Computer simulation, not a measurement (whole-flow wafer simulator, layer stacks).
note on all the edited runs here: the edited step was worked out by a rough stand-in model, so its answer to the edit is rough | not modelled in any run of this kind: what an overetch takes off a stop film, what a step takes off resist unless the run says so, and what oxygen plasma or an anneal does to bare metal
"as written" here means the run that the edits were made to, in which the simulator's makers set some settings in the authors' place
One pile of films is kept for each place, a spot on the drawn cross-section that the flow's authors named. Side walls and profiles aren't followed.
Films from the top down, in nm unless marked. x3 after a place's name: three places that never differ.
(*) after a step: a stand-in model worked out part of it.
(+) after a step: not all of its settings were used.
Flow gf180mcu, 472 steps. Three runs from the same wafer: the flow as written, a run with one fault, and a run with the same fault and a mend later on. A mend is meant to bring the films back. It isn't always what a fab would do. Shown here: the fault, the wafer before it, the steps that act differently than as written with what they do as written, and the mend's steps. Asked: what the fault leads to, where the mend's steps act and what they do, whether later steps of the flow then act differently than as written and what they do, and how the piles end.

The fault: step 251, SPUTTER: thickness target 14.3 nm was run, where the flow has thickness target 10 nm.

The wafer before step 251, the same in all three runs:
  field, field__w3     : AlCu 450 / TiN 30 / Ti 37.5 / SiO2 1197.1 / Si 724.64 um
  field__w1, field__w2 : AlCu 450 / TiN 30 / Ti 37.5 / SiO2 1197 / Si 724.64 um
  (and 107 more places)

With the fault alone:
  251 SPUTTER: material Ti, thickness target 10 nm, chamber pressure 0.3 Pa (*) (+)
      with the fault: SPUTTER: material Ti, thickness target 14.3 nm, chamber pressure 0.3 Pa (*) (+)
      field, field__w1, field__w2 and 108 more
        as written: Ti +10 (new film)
        with the fault: Ti +14.3 (new film)
  Later steps of the flow that act differently than as written (5 more steps differ only slightly, by at most 2% or 0.5 nm, whichever is larger, and aren't shown):
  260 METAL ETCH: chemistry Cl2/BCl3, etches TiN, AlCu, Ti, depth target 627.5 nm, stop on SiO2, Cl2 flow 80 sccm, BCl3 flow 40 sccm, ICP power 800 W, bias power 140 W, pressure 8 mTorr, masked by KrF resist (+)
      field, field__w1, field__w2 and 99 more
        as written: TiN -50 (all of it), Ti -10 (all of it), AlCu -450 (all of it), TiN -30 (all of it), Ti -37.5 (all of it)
        with the fault: TiN -50 (all of it), Ti -14.3 (all of it), AlCu -450 (all of it), TiN -30 (all of it), Ti -37.5 (all of it)
  At the end the piles differ from the flow's by more than 2% or 0.5 nm, whichever is larger, at field__w8, contact, m1 and 6 more.
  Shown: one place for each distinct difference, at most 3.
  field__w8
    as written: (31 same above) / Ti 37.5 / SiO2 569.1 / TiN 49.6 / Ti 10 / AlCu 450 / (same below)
    with the fault: (31 same above) / Ti 37.5 / SiO2 564.8 / TiN 49.6 / Ti 14.3 / AlCu 450 / (same below)
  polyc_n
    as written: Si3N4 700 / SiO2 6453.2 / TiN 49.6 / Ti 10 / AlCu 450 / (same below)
    with the fault: Si3N4 700 / SiO2 6448.9 / TiN 49.6 / Ti 14.3 / AlCu 450 / (same below)
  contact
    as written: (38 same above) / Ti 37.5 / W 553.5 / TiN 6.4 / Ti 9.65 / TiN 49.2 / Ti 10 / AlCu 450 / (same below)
    with the fault: (38 same above) / Ti 37.5 / W 549.2 / TiN 6.42 / Ti 9.68 / TiN 49.2 / Ti 14.3 / AlCu 450 / (same below)

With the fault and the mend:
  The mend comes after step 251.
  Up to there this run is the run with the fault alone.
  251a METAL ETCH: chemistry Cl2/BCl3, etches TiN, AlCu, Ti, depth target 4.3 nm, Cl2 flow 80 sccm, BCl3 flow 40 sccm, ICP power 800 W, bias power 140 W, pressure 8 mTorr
      field, field__w1, field__w2 and 108 more
        Ti -4.3
  No later step of the flow acts differently than as written at any place that is followed.
  At the end the piles are the same as the flow's at every place that both follow.
